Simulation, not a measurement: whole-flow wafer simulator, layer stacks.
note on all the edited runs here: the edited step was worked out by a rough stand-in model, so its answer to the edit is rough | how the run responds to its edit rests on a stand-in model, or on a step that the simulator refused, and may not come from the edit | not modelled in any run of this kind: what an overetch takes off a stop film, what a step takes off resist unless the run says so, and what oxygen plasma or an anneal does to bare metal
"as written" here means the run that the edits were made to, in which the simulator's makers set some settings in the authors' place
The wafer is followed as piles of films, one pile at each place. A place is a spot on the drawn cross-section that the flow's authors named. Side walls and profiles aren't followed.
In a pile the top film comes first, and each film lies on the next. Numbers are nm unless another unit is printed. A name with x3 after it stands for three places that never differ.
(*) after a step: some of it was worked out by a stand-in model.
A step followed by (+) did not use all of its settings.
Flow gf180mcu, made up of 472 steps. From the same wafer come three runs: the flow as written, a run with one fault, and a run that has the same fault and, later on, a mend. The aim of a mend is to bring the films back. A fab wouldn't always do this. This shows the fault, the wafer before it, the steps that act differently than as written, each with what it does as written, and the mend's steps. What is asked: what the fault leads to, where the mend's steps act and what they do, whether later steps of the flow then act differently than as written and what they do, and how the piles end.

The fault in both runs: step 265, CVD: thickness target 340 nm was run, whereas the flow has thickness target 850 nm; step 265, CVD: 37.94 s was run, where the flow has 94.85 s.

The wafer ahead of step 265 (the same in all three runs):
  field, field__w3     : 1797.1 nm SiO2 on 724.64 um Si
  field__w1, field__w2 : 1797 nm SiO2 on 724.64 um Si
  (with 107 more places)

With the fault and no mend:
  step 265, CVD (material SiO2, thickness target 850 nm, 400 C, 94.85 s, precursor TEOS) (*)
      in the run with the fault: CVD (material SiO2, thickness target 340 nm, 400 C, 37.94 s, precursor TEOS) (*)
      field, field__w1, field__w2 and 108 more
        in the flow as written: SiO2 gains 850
        in the run with the fault: SiO2 gains 350.7
  Steps later in the flow that act otherwise than as written (1 more step, not shown, differs only slightly: by at most 2% or 0.5 nm, whichever is larger):
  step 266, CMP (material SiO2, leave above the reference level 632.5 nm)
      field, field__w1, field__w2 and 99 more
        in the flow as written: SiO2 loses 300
        in the run with the fault: nothing
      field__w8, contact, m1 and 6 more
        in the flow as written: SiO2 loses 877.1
        in the run with the fault: SiO2 loses 377.7
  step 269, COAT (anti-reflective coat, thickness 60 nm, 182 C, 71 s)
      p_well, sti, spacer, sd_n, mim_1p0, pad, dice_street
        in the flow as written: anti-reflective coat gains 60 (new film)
        in the run with the fault: anti-reflective coat gains 61.4 (new film)
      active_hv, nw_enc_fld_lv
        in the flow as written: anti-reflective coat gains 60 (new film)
        in the run with the fault: anti-reflective coat gains 42 (new film)
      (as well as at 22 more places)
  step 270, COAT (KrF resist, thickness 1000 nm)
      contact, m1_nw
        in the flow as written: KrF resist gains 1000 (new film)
        in the run with the fault: KrF resist gains 890.4 (new film)
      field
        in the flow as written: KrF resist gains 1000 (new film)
        in the run with the fault: KrF resist gains 959.3 (new film)
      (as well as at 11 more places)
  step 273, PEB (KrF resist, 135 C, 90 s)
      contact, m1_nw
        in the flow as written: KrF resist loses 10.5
        in the run with the fault: KrF resist loses 8.82
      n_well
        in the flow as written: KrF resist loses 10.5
        in the run with the fault: KrF resist loses 9.47
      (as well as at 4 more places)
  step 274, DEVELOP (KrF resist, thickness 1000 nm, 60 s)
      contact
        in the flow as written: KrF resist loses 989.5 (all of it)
        in the run with the fault: KrF resist loses 881.6 (all of it)
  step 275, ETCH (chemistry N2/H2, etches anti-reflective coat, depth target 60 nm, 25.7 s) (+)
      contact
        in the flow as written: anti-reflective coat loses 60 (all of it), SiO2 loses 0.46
        in the run with the fault: anti-reflective coat loses 18.2 (all of it), SiO2 loses 1.53
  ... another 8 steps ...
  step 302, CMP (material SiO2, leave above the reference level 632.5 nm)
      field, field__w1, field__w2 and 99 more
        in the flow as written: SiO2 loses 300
        in the run with the fault: SiO2 loses 287.7
  At field, field__w1, field__w2 and 105 more, the piles at the end differ from the flow's by more than 2% or 0.5 nm, whichever is larger.
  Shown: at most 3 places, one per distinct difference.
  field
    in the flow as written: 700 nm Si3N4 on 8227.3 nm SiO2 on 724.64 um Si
    in the run with the fault: 700 nm Si3N4 on 5896.3 nm SiO2 on 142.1 nm W on 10 nm TiN on 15 nm Ti on 2147.7 nm SiO2 on 724.64 um Si
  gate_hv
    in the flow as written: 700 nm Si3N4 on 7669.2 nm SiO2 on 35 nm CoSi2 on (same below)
    in the run with the fault: 700 nm Si3N4 on 5896.3 nm SiO2 on 142.1 nm W on 10 nm TiN on 15 nm Ti on 1589.6 nm SiO2 on 35 nm CoSi2 on (same below)
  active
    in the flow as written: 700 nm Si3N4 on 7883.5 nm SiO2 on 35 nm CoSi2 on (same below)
    in the run with the fault: 700 nm Si3N4 on 5896.3 nm SiO2 on 142.1 nm W on 10 nm TiN on 15 nm Ti on 1803.9 nm SiO2 on 35 nm CoSi2 on (same below)

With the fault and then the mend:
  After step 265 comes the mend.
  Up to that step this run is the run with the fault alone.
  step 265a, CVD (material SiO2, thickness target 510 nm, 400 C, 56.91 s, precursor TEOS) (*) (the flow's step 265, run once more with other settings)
      field, field__w1, field__w2 and 108 more
        SiO2 gains 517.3
  Steps later in the flow that act otherwise than as written:
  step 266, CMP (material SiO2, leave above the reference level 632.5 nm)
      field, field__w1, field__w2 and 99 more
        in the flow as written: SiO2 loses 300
        in the run with the mend: SiO2 loses 318
  The piles end the same as the flow's at every place that both follow.
